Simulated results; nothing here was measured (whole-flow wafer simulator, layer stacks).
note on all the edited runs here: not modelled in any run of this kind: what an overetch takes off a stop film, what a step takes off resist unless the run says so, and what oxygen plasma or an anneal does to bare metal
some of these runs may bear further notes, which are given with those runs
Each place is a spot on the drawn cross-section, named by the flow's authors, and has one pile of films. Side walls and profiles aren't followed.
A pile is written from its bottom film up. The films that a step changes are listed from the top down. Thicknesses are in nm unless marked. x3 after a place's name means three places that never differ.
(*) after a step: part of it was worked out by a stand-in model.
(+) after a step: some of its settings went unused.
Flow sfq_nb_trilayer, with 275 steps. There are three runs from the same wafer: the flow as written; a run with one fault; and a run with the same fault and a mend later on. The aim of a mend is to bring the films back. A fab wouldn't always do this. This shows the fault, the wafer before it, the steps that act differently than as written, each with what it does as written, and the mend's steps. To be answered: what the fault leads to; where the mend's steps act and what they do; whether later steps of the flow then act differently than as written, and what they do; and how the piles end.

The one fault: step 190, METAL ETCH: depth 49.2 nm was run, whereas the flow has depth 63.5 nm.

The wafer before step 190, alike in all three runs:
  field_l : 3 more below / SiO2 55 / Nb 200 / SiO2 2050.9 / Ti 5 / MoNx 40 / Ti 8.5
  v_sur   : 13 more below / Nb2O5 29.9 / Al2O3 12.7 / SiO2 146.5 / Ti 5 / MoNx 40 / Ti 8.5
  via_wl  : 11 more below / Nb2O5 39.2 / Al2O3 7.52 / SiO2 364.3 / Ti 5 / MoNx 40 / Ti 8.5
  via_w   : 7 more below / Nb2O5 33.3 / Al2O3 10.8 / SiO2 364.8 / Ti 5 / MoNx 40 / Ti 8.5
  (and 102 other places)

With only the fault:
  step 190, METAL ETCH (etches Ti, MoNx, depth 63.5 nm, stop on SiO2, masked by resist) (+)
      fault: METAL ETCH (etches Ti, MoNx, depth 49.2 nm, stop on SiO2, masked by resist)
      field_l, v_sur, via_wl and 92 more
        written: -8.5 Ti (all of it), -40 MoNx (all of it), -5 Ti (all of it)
        fault: -8.5 Ti (all of it), -40 MoNx (all of it), -0.7 Ti
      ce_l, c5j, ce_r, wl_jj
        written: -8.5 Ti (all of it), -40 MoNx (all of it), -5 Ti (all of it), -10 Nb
        fault: -8.5 Ti (all of it), -40 MoNx (all of it), -0.7 Ti
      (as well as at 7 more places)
  Later steps of the flow acting differently than as written (12 other steps are not shown; they differ only slightly, by no more than 2% or 0.5 nm, whichever is larger):
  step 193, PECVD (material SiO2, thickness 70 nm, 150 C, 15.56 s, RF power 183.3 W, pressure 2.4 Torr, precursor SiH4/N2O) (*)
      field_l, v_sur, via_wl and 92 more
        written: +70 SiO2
        fault: +70 SiO2 (new film)
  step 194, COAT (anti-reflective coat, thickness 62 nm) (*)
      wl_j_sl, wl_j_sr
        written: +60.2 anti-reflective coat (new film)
        fault: +62 anti-reflective coat (new film)
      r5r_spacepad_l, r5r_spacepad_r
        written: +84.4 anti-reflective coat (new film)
        fault: +82.5 anti-reflective coat (new film)
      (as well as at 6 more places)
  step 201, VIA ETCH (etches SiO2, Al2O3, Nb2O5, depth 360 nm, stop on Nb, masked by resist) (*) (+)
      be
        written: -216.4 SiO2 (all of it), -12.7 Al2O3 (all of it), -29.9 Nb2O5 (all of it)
        fault: -69.8 SiO2 (all of it), -4.3 Ti (all of it), -146.5 SiO2 (all of it), -12.7 Al2O3 (all of it), -29.9 Nb2O5 (all of it)
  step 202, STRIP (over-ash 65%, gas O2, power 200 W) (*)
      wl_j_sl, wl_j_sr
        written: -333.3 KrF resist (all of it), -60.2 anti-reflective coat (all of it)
        fault: -333.1 KrF resist (all of it), -62 anti-reflective coat (all of it)
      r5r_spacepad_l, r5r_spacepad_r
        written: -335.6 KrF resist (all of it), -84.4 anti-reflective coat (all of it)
        fault: -335.4 KrF resist (all of it), -82.5 anti-reflective coat (all of it)
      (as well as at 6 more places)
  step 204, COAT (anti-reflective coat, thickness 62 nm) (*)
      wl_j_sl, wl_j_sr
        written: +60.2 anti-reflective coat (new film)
        fault: +62 anti-reflective coat (new film)
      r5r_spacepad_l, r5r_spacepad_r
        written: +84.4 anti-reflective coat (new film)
        fault: +82.5 anti-reflective coat (new film)
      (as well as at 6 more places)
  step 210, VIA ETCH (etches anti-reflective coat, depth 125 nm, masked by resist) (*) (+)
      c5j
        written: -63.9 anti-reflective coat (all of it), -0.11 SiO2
        fault: -61.3 anti-reflective coat (all of it), -0.12 SiO2
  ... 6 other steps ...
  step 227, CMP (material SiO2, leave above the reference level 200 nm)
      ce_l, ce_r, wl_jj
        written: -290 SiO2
        fault: -300 SiO2
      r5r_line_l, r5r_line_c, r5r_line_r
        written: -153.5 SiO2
        fault: -149.2 SiO2
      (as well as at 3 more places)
  The piles end different from the flow's at field_l, v_sur, via_wl and 98 more by more than 2% or 0.5 nm, whichever is larger.
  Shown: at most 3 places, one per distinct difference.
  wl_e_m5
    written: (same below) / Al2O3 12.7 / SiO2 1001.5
    fault: (same below) / Al2O3 12.7 / SiO2 146.5 / Ti 4.3 / SiO2 855
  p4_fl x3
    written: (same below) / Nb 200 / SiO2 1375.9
    fault: (same below) / Nb 200 / SiO2 520.9 / Ti 4.3 / SiO2 855
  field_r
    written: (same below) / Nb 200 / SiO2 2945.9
    fault: (same below) / Nb 200 / SiO2 2090.9 / Ti 4.3 / SiO2 855

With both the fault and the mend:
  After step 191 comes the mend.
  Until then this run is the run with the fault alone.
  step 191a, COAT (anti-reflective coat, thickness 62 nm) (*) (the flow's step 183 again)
      p4_fl x3, p4_w1 x9, p4_g1 x2 and 57 more
        +62 anti-reflective coat (new film)
      via_sp, via_v, wire, ln_m6, lsp_r, l0_sur, l0v
        +62.3 anti-reflective coat (new film)
      field_l, v_sur, via_wl, via_w, via_wr
        +62.2 anti-reflective coat (new film)
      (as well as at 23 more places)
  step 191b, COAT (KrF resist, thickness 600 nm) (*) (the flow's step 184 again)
      p4_fl x3, p4_w1 x9, p4_g1 x2 and 57 more
        +600 KrF resist (new film)
      v_sur, via_wl, via_w
        +600.6 KrF resist (new film)
      via_wr, via_sp, l0v
        +600.7 KrF resist (new film)
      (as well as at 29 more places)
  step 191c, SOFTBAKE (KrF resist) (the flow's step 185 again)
      leaves every film unchanged at each place that is followed
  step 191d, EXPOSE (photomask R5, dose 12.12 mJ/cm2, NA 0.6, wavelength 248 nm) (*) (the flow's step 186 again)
      leaves every film unchanged at each place that is followed
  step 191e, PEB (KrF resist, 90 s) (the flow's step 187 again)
      field_l, v_sur, via_wl and 73 more
        -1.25 KrF resist
      via_sp, via_v, wire and 16 more
        -1.26 KrF resist
      be_r, r_sur, res, r_end
        -1.21 KrF resist
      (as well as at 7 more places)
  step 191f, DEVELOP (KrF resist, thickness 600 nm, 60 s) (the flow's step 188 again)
      p4_fl x3, p4_w1 x9, p4_g1 x2 and 57 more
        -598.7 KrF resist (all of it)
      be_r, r_sur, res, r_end, r5r_line_l, r5r_line_c, r5r_line_r
        -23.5 KrF resist
      field_l, v_sur, via_wl
        -599.3 KrF resist (all of it)
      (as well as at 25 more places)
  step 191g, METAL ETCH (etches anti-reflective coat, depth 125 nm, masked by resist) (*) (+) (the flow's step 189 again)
      p4_fl x3, p4_w1 x9, p4_g1 x2 and 57 more
        -62 anti-reflective coat (all of it)
      via_sp, via_v, wire, ln_m6, lsp_r, l0_sur, l0v
        -62.3 anti-reflective coat (all of it)
      be_r, r_sur, res, r_end, r5r_line_l, r5r_line_c, r5r_line_r
        -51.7 KrF resist
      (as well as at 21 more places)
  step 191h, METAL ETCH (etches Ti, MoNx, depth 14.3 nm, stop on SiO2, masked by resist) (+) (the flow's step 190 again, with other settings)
      field_l, v_sur, via_wl and 92 more
        -4.3 Ti (all of it)
      be_r, r_sur, res, r_end, r5r_line_l, r5r_line_c, r5r_line_r
        -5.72 KrF resist
      ce_l, c5j, ce_r, wl_jj
        -4.3 Ti (all of it), -10 Nb
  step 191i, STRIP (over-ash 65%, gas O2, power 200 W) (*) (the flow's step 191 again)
      r5r_line_l, r5r_line_c, r5r_line_r
        -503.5 KrF resist (all of it), -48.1 anti-reflective coat (all of it)
      be_r
        -497.4 KrF resist (all of it), -53.8 anti-reflective coat (all of it)
      r_sur
        -497.4 KrF resist (all of it), -57.6 anti-reflective coat (all of it)
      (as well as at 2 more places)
  Later steps of the flow that are run all act as written at every place that is followed.
  By the end, the piles equal the flow's at every place that both follow.
